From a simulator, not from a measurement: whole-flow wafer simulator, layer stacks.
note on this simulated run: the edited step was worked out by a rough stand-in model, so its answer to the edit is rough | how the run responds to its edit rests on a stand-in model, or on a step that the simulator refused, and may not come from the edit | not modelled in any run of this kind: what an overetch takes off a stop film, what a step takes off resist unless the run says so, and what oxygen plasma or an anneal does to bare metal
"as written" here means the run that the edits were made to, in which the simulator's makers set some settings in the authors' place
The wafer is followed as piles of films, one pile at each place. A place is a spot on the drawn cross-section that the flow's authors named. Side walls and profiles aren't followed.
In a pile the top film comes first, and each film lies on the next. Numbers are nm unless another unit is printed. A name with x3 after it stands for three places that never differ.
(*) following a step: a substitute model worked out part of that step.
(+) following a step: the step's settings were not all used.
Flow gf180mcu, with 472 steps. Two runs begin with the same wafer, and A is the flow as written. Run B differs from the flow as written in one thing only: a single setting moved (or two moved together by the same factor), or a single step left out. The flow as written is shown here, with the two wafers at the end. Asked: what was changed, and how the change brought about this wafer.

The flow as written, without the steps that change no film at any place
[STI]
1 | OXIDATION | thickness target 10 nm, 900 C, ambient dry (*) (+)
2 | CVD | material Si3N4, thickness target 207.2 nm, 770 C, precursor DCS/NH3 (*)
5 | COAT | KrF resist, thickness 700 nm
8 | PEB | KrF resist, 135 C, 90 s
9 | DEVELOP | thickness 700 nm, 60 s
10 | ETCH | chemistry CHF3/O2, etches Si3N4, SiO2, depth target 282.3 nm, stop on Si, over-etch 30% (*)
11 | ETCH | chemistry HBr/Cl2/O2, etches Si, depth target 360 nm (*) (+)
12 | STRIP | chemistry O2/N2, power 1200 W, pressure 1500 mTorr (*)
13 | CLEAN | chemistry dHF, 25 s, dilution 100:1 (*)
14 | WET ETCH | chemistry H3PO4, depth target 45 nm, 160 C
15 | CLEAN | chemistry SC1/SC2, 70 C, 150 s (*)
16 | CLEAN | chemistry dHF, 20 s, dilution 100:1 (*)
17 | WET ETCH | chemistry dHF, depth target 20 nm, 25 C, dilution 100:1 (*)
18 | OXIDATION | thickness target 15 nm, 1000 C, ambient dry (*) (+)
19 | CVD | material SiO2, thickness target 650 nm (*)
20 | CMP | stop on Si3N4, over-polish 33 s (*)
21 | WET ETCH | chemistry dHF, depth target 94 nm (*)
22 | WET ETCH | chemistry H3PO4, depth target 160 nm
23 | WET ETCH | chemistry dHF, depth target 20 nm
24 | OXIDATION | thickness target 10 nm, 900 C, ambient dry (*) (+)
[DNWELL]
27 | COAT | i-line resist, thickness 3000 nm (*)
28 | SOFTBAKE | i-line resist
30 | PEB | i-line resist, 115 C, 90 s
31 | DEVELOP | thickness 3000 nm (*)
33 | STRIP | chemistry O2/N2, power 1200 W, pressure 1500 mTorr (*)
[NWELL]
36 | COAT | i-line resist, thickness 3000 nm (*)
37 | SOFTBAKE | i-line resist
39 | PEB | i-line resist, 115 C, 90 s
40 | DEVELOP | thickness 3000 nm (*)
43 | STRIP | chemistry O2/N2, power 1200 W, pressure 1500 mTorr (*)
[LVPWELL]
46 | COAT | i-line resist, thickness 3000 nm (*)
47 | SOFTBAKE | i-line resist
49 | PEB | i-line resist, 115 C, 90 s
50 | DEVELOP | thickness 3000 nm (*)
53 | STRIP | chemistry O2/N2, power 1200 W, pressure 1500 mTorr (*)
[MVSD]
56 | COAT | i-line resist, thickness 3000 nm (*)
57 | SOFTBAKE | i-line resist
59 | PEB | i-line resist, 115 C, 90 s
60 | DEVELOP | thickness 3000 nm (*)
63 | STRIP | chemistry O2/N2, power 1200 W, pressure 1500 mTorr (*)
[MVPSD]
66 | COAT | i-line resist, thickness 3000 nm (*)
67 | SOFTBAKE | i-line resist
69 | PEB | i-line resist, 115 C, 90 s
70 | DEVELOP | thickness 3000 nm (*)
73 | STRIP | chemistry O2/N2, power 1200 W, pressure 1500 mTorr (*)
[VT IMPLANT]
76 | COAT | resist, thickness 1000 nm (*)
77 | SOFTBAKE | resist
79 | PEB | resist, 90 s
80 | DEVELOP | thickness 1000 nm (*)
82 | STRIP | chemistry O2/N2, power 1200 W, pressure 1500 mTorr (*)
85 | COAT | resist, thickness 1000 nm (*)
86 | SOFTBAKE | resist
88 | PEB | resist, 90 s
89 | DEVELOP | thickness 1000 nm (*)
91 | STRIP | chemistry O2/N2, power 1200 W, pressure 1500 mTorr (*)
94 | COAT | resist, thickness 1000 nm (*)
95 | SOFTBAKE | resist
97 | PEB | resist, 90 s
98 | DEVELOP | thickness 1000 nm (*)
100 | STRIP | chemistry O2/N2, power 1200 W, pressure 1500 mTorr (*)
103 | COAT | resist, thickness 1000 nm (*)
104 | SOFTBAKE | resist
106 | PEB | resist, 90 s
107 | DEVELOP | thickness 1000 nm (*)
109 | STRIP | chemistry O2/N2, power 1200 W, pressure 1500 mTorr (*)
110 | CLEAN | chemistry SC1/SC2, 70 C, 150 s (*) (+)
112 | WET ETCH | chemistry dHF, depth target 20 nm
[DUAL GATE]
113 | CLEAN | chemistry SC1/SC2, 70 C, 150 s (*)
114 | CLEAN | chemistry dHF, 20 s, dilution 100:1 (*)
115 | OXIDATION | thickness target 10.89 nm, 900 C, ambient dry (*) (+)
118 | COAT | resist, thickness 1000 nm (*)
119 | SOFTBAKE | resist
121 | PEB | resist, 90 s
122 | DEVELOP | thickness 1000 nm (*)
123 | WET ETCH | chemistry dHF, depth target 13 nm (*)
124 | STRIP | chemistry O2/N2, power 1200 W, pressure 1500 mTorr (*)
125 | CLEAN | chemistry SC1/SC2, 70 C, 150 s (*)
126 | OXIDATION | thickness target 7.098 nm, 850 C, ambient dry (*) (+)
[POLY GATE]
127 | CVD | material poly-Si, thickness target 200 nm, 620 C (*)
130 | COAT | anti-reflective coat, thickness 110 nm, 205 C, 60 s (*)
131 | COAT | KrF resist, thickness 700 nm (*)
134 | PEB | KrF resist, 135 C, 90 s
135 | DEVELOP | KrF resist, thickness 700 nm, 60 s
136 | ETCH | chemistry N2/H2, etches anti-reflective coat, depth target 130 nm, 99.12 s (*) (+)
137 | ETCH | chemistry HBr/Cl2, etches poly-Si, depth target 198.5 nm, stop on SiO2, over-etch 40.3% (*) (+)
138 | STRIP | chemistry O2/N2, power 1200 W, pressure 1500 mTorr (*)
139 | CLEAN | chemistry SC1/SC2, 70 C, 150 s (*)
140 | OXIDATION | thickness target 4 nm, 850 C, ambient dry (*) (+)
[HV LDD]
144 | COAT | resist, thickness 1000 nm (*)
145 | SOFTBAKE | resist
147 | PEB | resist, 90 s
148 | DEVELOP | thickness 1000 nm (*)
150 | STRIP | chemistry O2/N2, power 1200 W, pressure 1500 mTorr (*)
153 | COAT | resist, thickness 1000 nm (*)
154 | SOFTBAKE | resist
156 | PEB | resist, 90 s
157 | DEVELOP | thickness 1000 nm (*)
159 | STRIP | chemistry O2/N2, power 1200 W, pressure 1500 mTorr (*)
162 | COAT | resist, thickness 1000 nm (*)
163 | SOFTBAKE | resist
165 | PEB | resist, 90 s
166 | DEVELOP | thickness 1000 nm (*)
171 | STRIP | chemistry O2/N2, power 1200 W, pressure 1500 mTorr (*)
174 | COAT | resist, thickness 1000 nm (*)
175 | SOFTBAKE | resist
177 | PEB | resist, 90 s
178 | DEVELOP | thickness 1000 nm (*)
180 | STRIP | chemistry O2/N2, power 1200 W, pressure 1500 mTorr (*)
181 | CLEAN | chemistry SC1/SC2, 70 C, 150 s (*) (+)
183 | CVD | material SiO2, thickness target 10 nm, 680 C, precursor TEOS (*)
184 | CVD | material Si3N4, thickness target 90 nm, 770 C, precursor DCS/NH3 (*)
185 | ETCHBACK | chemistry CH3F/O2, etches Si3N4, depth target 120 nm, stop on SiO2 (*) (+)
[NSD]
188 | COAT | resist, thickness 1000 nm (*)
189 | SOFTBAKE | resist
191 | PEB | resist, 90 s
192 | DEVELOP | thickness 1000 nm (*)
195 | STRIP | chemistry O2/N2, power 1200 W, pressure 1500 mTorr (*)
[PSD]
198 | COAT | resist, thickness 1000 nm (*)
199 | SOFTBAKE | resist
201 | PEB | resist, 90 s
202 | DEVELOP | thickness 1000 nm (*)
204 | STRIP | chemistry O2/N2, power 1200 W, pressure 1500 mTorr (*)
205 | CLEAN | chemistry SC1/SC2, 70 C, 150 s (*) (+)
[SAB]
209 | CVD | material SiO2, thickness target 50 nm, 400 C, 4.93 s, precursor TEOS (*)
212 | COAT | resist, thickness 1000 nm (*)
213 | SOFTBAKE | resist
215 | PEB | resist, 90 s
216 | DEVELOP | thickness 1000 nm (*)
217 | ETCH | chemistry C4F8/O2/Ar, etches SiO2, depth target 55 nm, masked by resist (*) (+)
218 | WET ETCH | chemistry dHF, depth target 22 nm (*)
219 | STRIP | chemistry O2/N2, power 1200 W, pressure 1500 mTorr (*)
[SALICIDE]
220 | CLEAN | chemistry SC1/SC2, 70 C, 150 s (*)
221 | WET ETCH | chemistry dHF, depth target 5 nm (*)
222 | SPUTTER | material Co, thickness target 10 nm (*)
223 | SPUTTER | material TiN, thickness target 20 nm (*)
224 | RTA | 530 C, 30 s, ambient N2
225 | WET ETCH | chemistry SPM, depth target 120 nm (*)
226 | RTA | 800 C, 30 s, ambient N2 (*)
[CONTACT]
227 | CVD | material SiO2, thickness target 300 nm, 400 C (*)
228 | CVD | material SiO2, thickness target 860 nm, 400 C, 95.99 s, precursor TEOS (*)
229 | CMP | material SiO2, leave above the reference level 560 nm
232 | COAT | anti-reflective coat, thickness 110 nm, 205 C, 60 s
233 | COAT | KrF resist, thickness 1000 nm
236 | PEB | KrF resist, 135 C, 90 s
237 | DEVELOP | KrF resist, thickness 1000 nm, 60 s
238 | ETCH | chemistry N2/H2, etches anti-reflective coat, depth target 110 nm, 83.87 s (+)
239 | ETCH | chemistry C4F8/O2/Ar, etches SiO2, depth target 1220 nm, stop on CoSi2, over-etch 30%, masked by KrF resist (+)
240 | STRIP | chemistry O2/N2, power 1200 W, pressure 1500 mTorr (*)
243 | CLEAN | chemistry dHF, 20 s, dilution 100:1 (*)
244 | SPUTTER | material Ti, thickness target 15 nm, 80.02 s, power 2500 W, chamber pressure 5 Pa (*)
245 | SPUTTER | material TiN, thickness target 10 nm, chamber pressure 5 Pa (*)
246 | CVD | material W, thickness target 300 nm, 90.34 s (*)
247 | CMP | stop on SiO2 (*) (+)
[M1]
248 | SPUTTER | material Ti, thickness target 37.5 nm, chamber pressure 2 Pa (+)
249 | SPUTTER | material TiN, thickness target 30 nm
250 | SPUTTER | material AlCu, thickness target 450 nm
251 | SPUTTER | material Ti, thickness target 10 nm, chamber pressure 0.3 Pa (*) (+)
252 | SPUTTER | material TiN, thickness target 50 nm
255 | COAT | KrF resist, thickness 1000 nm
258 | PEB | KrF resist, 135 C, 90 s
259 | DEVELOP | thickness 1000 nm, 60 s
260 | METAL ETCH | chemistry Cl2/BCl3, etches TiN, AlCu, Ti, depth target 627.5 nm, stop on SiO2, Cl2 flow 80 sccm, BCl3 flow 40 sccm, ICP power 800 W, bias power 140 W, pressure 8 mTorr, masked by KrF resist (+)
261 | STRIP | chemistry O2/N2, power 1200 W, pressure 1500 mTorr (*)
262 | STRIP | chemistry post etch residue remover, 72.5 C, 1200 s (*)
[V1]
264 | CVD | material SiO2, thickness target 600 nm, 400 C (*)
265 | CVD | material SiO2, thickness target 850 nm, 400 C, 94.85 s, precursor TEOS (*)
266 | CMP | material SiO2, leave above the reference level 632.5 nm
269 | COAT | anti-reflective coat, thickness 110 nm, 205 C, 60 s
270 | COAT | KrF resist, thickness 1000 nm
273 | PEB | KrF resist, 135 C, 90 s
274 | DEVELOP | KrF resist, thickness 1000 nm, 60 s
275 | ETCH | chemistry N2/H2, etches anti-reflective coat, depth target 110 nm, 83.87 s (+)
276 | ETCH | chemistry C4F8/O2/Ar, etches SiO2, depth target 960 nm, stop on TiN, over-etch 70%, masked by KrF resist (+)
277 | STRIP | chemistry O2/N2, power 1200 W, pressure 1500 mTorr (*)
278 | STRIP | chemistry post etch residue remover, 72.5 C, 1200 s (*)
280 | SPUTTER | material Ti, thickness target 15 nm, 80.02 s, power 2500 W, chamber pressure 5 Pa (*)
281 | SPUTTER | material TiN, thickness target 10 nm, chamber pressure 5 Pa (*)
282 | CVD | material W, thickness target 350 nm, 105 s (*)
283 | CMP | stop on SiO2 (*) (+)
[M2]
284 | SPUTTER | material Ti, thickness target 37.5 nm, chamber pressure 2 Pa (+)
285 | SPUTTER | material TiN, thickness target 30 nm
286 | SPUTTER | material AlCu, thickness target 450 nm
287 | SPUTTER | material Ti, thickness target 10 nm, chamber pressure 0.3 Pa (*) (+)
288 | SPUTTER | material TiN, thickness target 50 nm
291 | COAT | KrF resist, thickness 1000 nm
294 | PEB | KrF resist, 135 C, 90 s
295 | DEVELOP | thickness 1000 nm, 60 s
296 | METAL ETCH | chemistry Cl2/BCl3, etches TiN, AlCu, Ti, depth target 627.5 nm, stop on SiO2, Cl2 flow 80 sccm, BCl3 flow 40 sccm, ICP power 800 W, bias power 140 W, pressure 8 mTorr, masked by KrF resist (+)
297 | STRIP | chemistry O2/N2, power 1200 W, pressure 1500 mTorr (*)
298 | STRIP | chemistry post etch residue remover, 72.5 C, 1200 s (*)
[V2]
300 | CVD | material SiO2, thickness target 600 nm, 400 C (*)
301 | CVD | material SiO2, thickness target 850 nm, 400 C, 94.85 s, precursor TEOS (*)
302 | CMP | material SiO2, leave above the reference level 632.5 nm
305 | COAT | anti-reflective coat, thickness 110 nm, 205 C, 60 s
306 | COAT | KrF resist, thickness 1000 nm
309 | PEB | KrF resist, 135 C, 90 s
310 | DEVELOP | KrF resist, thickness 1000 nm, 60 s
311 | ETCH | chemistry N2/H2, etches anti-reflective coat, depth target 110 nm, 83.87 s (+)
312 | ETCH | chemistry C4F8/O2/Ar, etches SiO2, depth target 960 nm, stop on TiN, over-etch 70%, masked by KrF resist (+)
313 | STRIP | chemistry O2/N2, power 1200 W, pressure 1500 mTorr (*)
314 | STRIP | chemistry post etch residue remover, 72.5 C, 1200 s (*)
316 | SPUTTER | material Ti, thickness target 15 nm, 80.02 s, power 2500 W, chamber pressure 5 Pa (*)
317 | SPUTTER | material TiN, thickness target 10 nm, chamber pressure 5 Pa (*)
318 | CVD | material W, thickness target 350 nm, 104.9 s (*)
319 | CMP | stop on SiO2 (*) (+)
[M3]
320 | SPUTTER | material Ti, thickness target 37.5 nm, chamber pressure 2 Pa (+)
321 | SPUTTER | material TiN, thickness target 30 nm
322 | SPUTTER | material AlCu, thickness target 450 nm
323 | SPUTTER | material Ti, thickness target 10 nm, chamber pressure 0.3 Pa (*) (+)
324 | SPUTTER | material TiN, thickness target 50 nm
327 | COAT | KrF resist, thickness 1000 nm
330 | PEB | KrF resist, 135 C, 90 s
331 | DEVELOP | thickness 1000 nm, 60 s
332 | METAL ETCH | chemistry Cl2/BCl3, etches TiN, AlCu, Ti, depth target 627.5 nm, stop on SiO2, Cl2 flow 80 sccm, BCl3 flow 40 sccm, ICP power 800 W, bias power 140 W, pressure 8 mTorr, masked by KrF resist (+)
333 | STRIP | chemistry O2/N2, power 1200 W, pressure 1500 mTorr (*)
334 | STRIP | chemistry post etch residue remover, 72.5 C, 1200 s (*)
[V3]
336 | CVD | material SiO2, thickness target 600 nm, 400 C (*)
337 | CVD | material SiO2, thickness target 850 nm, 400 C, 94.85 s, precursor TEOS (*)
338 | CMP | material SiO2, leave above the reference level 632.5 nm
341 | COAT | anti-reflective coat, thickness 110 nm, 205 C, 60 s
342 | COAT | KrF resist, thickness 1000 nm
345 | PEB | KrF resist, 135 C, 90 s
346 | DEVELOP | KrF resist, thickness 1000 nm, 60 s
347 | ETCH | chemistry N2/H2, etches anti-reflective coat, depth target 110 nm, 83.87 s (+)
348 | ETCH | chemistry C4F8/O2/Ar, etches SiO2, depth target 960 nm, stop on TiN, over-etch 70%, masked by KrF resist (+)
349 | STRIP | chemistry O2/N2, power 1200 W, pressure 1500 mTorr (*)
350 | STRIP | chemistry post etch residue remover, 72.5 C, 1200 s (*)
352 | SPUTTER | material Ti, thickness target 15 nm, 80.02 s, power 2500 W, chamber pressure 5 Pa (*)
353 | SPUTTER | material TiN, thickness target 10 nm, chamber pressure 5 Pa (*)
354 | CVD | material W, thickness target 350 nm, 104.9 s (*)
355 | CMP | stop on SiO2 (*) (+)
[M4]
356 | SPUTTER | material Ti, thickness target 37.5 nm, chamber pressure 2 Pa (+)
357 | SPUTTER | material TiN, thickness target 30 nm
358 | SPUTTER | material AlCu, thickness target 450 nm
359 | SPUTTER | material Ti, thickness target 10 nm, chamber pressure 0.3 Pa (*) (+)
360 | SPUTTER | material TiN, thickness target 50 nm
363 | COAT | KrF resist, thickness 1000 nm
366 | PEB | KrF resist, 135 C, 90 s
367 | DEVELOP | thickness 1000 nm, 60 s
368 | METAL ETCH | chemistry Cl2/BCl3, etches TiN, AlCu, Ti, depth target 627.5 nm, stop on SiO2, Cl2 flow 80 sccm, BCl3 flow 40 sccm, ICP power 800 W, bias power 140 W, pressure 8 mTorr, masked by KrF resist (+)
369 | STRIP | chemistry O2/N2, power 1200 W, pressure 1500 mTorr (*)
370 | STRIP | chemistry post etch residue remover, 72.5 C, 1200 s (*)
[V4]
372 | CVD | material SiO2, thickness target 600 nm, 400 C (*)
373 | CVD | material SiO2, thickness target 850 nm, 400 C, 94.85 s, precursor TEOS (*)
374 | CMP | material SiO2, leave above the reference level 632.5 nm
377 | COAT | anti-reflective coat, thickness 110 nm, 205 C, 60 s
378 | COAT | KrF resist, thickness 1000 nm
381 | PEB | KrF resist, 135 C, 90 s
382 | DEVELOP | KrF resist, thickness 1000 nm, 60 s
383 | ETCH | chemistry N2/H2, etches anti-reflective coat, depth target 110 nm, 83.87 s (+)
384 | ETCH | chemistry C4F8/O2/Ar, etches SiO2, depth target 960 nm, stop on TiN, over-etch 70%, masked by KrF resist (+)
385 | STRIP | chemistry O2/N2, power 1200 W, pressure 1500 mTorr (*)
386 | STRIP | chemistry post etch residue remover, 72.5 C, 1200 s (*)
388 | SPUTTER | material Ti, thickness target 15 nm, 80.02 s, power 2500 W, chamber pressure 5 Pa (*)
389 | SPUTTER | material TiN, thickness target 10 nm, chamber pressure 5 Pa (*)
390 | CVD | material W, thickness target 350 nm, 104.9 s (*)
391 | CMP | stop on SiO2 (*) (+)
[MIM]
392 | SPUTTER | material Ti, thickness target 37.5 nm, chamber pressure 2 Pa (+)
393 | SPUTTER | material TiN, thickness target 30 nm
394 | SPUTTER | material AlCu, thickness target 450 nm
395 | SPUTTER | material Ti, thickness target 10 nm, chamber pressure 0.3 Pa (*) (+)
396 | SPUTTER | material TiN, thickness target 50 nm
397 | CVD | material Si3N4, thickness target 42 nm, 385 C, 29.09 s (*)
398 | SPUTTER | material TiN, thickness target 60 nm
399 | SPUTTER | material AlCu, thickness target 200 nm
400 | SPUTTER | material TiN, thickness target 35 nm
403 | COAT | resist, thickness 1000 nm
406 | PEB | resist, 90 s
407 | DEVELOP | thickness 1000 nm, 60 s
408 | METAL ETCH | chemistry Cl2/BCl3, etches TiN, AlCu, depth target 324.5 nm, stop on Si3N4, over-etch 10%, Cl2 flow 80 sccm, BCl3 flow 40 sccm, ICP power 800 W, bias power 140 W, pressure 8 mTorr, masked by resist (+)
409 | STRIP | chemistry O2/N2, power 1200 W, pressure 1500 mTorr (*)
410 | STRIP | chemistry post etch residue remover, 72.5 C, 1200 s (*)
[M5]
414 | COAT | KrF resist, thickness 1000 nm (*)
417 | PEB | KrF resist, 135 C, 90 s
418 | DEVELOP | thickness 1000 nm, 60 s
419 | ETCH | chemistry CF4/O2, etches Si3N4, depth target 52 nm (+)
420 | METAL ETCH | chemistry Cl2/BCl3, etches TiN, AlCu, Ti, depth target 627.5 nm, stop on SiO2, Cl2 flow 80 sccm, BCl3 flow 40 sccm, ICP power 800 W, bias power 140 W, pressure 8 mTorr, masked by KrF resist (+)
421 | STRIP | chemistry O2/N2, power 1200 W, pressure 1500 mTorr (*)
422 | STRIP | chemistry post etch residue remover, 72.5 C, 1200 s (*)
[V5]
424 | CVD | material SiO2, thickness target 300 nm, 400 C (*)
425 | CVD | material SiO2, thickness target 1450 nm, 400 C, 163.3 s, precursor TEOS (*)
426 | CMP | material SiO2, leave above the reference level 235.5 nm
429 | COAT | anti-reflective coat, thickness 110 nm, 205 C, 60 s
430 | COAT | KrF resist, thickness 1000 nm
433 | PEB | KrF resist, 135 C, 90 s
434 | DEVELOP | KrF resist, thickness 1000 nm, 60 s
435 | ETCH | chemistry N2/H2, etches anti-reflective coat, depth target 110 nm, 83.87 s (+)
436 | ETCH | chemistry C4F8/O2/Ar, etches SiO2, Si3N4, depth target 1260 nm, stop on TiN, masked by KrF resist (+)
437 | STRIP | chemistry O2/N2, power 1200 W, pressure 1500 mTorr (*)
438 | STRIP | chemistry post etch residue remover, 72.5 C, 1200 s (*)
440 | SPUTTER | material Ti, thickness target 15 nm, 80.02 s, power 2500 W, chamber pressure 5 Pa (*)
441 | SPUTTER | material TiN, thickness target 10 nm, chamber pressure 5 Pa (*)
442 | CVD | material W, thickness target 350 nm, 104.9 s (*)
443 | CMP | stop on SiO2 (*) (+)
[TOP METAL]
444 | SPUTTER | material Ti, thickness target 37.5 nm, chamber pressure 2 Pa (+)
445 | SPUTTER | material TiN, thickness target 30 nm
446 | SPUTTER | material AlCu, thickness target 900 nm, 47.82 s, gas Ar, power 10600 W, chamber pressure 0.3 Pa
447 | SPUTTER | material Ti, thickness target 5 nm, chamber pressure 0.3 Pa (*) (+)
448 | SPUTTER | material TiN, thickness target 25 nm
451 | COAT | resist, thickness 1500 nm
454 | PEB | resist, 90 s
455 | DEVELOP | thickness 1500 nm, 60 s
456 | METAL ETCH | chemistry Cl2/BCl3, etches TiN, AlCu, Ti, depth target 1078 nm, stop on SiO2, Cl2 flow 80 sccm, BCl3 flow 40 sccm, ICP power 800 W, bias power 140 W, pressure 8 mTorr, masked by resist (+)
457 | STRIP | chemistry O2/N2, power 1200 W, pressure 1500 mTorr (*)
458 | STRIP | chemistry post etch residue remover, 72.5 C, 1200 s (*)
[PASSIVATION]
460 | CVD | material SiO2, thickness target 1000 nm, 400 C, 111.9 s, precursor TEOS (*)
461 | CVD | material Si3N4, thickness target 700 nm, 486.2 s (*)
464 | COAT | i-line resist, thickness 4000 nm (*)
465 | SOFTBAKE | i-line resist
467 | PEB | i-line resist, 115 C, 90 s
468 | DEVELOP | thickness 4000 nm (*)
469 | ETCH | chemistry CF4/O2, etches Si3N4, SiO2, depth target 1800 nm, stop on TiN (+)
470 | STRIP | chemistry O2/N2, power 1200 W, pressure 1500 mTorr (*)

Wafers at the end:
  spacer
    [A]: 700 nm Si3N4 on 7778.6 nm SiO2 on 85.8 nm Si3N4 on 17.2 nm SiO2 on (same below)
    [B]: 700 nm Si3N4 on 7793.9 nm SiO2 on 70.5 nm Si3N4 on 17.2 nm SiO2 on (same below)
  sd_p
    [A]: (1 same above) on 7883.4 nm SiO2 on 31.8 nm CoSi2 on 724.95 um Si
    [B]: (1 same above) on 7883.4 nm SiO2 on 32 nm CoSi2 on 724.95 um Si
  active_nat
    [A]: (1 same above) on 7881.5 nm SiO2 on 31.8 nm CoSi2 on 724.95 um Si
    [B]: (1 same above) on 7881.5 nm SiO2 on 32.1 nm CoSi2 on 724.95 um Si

The reason: step 184, CVD: thickness target 74.7 nm was run, though the flow has thickness target 90 nm.

How this came from the change, step by step:
  184 | CVD | material Si3N4, thickness target 90 nm, 770 C, precursor DCS/NH3 (*)
      field, field__w1, field__w2 and 101 more: A +90 Si3N4 (new film) | B +74.7 Si3N4 (new film)
  185 | ETCHBACK | chemistry CH3F/O2, etches Si3N4, depth target 120 nm, stop on SiO2 (*) (+)
      field, field__w1, field__w2 and 55 more: A -90 Si3N4 (all of it), -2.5 SiO2 | B -74.7 Si3N4 (all of it), -3.77 SiO2
      active, n_well, gate and 42 more: A -90 Si3N4 (all of it), -2.5 SiO2 | B -74.7 Si3N4 (all of it), -3.78 SiO2
  189 | SOFTBAKE | resist
      field: A +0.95 resist | B nothing
  199 | SOFTBAKE | resist
      field: A +0.95 resist | B nothing
  218 | WET ETCH | chemistry dHF, depth target 22 nm (*)
      gate, gate_hv, gate_p and 23 more: A -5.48 SiO2 (all of it) | B -4.21 SiO2 (all of it)
      active, p_well, sd_n, iso_ptap_pw, iso_ntap_nw, iso_ptap_sub, vpnp_e: A -9.01 SiO2 (all of it) | B -7.73 SiO2 (all of it)
      (also at 16 further places)
  223 | SPUTTER | material TiN, thickness target 20 nm (*)
      field__w2: A +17 TiN (new film) | B +17.7 TiN (new film)
      field__w3: A +15.7 TiN (new film) | B +16.6 TiN (new film)
      (also at 2 further places)
  224 | RTA | 530 C, 30 s, ambient N2
      ld_drn_p: A under 1 film: +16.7 CoSi (new film), -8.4 Co (all of it), -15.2 Si | B under 1 film: +17.4 CoSi (new film), -8.75 Co (all of it), -15.9 Si
  225 | WET ETCH | chemistry SPM, depth target 120 nm (*)
      field__w2: A -17 TiN (all of it), -8.65 Co (all of it) | B -17.7 TiN (all of it), -8.98 Co (all of it)
      field__w3: A -15.7 TiN (all of it), -8.06 Co (all of it) | B -16.6 TiN (all of it), -8.48 Co (all of it)
      (also at 2 further places)
  226 | RTA | 800 C, 30 s, ambient N2 (*)
      ld_sd_n: A +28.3 CoSi2 (new film), -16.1 CoSi (all of it), -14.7 Si | B +29 CoSi2 (new film), -16.5 CoSi (all of it), -15 Si
      ld_drn_n: A +31.5 CoSi2 (new film), -17.9 CoSi (all of it), -16.4 Si | B +32.2 CoSi2 (new film), -18.3 CoSi (all of it), -16.7 Si
      (also at 1 further place)
  229 | CMP | material SiO2, leave above the reference level 560 nm
      spacer: A -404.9 SiO2 | B -389.6 SiO2
